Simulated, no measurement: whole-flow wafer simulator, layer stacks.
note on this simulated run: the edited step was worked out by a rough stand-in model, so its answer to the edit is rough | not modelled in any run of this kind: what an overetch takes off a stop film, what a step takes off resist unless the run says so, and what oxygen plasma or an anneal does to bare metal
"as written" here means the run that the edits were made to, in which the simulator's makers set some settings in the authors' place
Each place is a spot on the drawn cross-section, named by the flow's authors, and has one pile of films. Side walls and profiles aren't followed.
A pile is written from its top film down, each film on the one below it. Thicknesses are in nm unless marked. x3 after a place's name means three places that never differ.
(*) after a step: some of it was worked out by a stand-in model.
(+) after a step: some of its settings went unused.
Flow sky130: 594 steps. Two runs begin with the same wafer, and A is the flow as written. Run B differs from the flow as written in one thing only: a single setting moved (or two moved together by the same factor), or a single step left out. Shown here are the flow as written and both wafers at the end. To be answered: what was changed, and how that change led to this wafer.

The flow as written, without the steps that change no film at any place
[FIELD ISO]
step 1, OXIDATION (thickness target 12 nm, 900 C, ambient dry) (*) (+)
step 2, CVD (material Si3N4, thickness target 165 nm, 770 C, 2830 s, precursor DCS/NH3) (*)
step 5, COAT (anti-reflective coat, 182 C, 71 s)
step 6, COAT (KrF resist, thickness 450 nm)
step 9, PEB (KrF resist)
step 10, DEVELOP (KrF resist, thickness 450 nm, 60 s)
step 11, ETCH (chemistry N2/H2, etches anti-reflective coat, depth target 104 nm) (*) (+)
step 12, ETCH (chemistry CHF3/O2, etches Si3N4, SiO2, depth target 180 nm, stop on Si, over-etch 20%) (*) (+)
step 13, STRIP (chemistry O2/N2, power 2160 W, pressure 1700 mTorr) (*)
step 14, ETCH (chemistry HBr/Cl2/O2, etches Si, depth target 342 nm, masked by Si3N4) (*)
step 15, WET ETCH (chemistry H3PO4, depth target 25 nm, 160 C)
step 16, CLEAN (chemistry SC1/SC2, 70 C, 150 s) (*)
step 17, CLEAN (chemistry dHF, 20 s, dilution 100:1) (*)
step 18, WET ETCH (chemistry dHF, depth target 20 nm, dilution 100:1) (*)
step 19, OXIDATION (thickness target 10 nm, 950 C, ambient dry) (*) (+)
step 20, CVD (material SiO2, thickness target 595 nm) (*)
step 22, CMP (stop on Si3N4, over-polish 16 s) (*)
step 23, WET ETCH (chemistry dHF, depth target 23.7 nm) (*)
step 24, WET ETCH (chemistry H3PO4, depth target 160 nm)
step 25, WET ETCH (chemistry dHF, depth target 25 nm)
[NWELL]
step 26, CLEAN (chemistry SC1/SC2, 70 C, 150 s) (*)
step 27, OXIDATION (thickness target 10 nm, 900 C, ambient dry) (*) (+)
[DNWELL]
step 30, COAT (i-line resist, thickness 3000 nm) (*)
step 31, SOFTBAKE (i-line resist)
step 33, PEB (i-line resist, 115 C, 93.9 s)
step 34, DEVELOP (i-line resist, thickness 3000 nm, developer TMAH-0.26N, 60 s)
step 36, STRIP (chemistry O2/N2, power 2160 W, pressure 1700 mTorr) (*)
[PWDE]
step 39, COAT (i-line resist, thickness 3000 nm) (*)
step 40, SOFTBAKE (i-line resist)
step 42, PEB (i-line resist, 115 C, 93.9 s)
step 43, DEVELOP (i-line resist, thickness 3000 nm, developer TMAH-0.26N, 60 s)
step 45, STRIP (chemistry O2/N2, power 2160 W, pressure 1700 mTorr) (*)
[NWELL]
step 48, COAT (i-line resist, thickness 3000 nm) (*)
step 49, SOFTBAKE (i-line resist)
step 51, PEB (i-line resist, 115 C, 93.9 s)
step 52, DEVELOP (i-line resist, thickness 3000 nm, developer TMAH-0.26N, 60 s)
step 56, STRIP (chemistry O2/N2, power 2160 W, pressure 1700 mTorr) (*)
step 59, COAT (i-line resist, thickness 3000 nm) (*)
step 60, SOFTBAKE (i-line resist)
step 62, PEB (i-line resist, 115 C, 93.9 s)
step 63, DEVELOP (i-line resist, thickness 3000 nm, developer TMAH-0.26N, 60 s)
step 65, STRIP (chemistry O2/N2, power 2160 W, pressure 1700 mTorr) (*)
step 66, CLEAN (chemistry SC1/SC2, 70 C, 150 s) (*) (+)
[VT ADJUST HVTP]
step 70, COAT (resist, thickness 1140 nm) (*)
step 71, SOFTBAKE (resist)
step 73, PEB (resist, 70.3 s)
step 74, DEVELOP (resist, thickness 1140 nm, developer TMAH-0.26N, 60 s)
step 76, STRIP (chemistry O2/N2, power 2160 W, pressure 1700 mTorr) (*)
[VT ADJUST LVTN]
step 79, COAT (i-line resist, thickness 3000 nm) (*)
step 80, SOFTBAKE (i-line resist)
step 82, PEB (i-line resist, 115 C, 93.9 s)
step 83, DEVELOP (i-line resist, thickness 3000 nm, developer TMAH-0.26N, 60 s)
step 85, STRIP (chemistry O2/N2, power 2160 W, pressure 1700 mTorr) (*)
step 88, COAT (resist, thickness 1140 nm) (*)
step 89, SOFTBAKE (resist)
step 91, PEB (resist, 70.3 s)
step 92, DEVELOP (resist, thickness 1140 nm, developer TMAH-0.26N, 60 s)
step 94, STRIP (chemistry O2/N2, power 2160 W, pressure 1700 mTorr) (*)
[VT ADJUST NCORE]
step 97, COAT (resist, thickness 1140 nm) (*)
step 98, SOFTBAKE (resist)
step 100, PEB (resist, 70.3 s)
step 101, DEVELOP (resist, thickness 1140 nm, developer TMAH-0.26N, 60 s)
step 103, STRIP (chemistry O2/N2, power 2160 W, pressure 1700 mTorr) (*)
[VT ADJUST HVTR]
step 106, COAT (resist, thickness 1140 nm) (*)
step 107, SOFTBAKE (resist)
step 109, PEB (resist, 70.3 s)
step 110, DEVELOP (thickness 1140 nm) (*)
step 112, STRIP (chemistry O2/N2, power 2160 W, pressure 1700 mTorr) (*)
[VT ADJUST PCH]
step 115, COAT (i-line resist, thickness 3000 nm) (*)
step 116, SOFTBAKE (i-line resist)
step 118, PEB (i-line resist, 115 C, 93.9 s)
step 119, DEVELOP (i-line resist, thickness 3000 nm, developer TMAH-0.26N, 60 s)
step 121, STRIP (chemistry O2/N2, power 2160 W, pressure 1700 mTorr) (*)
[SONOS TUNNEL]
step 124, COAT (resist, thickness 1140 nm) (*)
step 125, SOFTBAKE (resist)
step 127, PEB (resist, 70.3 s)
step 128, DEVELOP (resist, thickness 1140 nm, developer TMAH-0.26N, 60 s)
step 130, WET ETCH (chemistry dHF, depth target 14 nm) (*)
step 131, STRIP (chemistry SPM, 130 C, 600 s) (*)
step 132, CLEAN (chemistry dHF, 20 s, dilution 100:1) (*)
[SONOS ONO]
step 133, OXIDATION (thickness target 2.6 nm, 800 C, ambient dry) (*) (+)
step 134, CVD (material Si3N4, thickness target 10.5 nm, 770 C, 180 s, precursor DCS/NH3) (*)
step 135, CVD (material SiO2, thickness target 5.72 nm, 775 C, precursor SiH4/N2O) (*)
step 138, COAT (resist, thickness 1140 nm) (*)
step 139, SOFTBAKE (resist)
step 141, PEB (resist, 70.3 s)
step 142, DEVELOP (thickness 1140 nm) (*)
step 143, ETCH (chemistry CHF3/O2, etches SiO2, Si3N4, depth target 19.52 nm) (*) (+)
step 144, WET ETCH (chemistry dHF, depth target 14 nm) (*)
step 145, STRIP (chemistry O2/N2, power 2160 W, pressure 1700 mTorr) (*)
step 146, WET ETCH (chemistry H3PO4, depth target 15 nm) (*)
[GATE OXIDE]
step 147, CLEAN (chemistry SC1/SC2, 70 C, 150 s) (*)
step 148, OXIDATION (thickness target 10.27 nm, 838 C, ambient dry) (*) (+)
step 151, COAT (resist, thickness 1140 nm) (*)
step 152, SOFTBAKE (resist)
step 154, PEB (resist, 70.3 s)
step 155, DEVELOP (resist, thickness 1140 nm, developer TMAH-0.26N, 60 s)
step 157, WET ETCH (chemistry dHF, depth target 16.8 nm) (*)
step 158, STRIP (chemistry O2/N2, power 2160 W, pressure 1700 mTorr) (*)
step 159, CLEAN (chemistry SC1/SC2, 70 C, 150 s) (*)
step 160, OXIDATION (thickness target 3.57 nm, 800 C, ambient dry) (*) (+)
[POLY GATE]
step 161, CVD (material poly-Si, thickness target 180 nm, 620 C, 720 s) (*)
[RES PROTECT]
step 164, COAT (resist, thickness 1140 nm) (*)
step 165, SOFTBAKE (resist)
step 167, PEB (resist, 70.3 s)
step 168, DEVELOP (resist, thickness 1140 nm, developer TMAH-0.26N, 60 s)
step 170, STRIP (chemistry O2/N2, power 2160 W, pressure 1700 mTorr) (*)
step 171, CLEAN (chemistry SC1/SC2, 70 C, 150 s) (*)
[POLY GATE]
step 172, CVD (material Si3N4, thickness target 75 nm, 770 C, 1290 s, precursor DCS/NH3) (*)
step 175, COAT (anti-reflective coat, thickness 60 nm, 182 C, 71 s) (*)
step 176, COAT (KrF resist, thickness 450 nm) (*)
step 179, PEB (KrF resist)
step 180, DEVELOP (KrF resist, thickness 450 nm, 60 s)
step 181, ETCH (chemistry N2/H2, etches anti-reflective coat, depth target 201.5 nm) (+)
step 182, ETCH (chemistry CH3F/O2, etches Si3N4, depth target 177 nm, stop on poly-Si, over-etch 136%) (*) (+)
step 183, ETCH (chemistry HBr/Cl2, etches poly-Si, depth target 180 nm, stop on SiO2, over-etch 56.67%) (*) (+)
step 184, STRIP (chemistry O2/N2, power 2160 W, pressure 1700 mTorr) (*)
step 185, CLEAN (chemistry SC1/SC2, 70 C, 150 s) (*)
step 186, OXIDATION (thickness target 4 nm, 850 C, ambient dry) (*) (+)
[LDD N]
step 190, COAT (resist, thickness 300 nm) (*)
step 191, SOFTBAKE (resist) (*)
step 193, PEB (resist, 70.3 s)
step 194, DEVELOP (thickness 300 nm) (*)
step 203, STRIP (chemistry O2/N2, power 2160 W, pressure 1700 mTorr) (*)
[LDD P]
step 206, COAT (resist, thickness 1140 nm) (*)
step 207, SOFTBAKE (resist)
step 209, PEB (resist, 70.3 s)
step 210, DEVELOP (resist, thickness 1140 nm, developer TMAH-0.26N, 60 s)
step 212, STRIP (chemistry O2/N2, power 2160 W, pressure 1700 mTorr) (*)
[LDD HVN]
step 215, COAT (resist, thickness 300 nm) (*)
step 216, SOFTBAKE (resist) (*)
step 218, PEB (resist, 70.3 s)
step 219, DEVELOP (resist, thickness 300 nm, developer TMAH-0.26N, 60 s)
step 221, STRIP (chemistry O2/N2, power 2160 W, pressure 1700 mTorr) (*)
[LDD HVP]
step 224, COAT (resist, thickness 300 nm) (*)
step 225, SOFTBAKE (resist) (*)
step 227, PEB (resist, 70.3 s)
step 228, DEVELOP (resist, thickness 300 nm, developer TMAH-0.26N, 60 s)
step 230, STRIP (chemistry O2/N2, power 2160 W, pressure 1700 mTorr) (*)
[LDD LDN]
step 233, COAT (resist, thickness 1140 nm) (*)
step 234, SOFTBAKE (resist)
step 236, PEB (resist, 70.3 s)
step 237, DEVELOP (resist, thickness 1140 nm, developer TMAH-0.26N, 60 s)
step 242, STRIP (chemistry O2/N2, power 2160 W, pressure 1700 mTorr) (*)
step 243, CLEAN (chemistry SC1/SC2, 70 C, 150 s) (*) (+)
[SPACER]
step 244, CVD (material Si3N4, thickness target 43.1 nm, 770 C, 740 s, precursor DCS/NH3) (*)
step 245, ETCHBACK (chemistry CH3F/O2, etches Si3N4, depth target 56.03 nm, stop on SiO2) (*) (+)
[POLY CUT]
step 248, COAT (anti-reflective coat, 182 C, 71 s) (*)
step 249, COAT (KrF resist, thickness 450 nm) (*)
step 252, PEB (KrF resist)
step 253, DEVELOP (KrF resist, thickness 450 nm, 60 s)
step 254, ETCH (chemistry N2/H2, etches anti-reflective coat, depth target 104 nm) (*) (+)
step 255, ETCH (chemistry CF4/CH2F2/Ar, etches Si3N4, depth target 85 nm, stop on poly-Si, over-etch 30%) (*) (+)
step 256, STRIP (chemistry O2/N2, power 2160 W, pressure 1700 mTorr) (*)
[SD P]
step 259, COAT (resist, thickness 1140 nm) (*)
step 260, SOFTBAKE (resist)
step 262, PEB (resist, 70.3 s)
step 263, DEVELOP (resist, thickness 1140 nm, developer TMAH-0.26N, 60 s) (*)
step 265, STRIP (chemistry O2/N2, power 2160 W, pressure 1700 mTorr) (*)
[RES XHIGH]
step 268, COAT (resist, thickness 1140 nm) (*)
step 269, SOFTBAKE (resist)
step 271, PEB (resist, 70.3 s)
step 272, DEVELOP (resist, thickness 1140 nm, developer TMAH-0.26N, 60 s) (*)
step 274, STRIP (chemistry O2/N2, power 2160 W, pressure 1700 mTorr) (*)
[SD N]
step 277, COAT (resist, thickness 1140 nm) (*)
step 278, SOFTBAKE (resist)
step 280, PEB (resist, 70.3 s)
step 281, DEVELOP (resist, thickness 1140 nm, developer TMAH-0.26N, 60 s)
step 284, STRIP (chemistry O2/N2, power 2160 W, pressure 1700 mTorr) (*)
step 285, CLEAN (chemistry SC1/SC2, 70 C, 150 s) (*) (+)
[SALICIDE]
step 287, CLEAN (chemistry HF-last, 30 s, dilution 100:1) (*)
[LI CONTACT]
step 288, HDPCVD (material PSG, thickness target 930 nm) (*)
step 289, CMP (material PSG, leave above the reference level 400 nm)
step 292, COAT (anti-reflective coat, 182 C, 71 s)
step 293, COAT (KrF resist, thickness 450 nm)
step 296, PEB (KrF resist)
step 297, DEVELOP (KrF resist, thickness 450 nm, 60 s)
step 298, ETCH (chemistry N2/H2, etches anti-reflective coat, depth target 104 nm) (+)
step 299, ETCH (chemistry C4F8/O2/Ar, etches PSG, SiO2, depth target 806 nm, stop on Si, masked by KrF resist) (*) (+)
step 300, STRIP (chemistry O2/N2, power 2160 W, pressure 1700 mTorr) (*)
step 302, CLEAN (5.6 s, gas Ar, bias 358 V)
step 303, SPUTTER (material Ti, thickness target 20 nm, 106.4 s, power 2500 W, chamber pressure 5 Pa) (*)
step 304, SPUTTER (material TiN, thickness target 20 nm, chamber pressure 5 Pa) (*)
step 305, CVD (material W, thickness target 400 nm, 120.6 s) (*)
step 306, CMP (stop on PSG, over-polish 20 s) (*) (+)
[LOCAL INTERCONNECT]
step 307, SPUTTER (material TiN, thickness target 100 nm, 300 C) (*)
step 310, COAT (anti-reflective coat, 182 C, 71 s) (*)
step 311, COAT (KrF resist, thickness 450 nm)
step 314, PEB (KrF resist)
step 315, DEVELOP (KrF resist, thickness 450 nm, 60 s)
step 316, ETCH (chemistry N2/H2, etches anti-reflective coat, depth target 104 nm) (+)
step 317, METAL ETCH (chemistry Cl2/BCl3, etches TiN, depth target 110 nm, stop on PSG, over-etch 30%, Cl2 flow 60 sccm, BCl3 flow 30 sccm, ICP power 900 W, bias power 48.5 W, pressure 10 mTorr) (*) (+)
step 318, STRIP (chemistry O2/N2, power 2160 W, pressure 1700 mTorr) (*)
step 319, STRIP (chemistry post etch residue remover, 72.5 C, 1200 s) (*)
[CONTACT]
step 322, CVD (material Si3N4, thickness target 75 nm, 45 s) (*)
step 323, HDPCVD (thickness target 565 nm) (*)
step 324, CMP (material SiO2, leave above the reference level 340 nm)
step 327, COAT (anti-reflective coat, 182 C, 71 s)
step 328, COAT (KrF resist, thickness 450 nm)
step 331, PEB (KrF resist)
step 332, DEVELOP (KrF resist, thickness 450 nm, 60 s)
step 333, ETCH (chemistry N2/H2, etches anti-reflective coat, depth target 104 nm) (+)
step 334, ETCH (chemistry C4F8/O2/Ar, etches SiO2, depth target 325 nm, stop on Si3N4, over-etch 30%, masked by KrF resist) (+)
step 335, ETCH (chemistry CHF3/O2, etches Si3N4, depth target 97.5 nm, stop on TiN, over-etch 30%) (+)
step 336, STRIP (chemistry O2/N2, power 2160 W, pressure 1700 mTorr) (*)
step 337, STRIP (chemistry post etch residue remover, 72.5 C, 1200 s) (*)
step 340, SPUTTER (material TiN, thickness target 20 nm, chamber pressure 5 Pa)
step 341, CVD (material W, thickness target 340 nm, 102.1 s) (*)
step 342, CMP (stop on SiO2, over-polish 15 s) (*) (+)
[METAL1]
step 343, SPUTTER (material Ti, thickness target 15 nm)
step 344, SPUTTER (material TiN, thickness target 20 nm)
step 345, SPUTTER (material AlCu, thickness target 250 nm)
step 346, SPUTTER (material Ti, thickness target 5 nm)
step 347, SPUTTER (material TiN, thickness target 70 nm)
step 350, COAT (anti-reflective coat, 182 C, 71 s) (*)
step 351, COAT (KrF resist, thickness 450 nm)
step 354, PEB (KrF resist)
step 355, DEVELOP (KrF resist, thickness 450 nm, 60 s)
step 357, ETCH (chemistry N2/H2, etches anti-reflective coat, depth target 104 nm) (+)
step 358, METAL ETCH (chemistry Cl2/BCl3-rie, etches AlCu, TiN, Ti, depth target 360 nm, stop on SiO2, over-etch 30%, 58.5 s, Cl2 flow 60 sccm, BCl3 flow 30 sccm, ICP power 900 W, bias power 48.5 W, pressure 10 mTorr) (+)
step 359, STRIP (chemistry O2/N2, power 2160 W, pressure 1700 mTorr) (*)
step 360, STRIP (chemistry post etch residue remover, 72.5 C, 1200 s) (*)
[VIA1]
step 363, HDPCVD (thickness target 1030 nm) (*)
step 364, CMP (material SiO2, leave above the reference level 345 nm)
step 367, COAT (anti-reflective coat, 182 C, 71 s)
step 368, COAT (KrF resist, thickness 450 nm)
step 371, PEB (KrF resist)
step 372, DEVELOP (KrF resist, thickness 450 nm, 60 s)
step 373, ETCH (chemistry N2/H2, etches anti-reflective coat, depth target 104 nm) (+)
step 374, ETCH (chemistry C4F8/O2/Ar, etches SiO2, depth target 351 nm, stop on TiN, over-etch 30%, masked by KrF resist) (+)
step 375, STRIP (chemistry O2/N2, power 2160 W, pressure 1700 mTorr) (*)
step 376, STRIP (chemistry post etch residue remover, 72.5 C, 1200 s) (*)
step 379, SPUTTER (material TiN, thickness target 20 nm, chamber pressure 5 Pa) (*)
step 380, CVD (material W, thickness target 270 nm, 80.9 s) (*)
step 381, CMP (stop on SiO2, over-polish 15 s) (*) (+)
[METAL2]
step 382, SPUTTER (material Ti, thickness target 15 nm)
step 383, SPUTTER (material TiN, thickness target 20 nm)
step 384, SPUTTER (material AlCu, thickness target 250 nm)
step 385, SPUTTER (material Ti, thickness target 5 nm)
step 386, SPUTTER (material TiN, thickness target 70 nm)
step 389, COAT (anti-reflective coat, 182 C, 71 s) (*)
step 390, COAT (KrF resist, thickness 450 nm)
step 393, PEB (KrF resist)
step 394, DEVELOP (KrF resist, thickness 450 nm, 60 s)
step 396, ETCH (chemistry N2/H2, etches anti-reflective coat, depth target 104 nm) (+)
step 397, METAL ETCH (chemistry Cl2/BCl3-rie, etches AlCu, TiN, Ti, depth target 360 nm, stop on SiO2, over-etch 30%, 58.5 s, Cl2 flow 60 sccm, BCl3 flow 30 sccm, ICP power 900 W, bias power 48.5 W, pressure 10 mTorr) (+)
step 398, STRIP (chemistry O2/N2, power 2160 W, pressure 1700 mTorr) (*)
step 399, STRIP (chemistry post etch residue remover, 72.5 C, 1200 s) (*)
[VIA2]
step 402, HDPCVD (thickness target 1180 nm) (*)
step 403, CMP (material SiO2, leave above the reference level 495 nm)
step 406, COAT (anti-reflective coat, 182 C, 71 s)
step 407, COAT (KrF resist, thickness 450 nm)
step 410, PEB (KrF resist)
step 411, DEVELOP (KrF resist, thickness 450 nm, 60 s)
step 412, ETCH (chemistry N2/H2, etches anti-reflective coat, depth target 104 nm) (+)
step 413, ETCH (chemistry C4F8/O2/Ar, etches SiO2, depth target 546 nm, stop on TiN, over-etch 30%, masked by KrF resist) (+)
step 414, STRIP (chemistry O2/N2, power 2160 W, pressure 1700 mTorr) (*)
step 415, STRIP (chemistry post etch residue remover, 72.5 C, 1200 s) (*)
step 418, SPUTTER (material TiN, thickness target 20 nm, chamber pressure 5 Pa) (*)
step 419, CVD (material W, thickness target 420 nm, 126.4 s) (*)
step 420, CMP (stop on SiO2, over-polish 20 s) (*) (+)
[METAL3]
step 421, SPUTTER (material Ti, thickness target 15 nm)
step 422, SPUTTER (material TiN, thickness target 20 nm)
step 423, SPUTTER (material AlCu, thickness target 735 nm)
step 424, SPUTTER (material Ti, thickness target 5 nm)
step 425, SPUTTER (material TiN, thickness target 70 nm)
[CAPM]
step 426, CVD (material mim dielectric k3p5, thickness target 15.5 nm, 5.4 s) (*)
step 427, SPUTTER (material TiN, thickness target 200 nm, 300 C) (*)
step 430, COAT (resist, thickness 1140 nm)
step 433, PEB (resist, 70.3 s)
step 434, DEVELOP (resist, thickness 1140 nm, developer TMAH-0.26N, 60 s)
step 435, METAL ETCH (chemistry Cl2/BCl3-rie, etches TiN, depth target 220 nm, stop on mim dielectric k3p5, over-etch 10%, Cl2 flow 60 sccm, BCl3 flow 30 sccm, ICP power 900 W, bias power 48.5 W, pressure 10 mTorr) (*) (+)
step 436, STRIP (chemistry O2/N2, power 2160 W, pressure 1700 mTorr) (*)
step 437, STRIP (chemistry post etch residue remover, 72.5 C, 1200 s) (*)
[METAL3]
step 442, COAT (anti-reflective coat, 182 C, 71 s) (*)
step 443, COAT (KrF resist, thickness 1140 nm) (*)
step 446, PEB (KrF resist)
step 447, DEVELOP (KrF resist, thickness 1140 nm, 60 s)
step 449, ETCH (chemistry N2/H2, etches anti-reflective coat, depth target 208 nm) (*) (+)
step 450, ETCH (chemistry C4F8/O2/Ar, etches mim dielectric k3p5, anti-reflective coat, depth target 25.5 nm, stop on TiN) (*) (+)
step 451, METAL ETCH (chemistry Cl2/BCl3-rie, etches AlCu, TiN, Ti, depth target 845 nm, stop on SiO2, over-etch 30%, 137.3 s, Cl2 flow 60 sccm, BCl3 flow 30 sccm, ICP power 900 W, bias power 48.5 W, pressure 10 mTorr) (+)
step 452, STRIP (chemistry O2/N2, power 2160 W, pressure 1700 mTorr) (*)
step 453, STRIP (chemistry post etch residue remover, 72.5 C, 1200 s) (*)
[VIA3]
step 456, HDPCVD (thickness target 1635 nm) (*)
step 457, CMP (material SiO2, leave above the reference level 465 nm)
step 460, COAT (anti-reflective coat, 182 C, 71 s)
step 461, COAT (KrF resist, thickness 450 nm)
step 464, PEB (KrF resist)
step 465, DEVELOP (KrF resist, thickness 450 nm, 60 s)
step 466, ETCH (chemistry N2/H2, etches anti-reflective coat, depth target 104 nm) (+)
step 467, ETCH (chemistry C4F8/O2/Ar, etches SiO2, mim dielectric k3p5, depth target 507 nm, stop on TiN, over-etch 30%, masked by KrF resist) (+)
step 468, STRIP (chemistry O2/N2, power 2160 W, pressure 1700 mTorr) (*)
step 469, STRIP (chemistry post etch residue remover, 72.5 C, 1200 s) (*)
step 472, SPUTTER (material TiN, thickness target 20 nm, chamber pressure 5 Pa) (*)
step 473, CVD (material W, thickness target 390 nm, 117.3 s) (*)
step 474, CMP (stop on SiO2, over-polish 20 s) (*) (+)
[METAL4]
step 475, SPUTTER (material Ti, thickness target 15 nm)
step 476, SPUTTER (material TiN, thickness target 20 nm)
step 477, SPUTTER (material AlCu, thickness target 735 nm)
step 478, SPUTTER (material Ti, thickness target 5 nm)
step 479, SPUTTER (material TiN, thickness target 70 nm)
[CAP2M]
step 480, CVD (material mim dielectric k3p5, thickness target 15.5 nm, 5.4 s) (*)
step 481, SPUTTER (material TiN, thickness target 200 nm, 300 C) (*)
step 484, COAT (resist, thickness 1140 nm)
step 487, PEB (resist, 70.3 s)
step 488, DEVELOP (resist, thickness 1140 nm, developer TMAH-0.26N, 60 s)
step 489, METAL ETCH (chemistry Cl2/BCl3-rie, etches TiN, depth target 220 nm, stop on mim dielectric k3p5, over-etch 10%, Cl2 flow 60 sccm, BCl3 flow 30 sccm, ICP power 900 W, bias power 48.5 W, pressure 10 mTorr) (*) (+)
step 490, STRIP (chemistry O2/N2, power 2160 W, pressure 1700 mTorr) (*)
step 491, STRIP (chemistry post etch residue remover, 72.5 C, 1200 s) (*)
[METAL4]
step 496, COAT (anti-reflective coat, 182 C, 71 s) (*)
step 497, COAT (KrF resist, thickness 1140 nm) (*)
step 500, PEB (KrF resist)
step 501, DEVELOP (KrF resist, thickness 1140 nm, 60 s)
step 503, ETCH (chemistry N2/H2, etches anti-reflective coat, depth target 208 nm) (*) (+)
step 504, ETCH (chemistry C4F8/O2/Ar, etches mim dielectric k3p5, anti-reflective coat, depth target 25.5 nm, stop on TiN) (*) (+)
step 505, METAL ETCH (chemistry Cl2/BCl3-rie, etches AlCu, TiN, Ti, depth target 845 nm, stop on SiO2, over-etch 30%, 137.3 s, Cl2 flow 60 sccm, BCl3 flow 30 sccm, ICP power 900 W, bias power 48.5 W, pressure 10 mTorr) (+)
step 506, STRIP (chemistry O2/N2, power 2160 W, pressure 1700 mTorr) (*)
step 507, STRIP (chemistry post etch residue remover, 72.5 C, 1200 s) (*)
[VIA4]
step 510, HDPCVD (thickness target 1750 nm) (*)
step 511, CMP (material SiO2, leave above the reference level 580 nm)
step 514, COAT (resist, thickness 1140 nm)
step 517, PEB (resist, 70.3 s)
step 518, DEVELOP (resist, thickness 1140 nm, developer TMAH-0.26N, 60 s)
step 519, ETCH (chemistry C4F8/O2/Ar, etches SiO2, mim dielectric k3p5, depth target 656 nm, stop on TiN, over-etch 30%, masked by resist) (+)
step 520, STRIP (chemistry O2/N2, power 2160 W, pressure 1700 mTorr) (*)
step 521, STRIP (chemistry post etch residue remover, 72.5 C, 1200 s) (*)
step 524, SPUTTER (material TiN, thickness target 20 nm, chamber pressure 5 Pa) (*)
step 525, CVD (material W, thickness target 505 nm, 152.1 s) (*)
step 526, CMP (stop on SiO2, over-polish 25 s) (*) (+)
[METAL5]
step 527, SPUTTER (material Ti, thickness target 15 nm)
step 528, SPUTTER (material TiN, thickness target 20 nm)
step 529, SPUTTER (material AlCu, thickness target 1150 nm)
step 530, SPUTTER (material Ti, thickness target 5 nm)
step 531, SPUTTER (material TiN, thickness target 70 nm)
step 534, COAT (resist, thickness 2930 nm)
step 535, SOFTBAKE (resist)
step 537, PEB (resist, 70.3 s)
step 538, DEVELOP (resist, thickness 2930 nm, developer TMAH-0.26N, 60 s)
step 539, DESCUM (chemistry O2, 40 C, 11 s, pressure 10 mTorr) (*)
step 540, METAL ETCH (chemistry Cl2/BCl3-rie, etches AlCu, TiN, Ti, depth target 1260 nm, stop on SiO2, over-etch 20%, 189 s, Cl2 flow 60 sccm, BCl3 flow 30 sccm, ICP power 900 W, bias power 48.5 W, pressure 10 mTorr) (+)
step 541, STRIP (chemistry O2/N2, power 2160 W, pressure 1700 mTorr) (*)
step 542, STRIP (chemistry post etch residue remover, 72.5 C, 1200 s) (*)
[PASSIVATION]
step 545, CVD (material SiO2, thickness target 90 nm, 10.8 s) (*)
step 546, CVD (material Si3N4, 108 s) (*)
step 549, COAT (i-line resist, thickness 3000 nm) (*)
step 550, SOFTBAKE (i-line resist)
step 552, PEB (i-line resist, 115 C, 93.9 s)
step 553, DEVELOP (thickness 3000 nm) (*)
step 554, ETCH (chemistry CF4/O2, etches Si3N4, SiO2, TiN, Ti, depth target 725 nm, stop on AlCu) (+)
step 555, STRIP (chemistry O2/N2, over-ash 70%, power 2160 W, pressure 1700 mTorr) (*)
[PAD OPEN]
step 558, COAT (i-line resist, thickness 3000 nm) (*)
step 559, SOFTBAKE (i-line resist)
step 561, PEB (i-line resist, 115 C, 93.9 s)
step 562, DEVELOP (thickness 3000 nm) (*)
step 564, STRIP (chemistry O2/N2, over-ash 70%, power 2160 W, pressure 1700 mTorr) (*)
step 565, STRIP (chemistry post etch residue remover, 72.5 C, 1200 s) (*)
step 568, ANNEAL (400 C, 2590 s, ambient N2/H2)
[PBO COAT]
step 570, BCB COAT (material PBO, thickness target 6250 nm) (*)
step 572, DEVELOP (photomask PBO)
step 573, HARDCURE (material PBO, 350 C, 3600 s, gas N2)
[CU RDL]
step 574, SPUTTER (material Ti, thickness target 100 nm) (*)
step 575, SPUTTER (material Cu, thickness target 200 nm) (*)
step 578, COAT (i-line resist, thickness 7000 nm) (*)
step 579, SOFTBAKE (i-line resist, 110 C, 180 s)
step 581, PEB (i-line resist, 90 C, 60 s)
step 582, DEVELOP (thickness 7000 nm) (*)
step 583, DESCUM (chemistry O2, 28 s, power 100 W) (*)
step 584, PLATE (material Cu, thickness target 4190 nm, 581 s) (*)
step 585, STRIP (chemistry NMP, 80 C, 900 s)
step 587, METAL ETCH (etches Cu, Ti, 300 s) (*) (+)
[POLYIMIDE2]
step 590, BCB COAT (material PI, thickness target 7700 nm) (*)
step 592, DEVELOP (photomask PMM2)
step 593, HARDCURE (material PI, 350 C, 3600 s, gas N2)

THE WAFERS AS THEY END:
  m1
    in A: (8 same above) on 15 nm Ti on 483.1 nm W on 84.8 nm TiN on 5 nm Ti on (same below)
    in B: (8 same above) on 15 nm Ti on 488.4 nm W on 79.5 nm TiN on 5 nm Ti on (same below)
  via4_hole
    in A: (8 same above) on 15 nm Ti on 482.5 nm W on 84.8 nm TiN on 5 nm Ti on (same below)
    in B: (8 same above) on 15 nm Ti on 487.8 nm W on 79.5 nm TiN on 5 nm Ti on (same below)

What caused this: step 524, SPUTTER: thickness target 13 nm was run, whereas the flow has thickness target 20 nm.

Step by step, how the change led to this:
  step 524, SPUTTER (material TiN, thickness target 20 nm, chamber pressure 5 Pa) (*)
      field, active, n_well and 188 more: A TiN gains 20 (new film) | B TiN gains 13 (new film)
      m1, via4_hole: A TiN gains 15.3 | B TiN gains 9.92
  step 526, CMP (stop on SiO2, over-polish 25 s) (*) (+)
      field, active, n_well and 188 more: A W loses 505 (all of it), TiN loses 20 (all of it), SiO2 loses 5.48 | B W loses 505 (all of it), TiN loses 13 (all of it), SiO2 loses 5.48
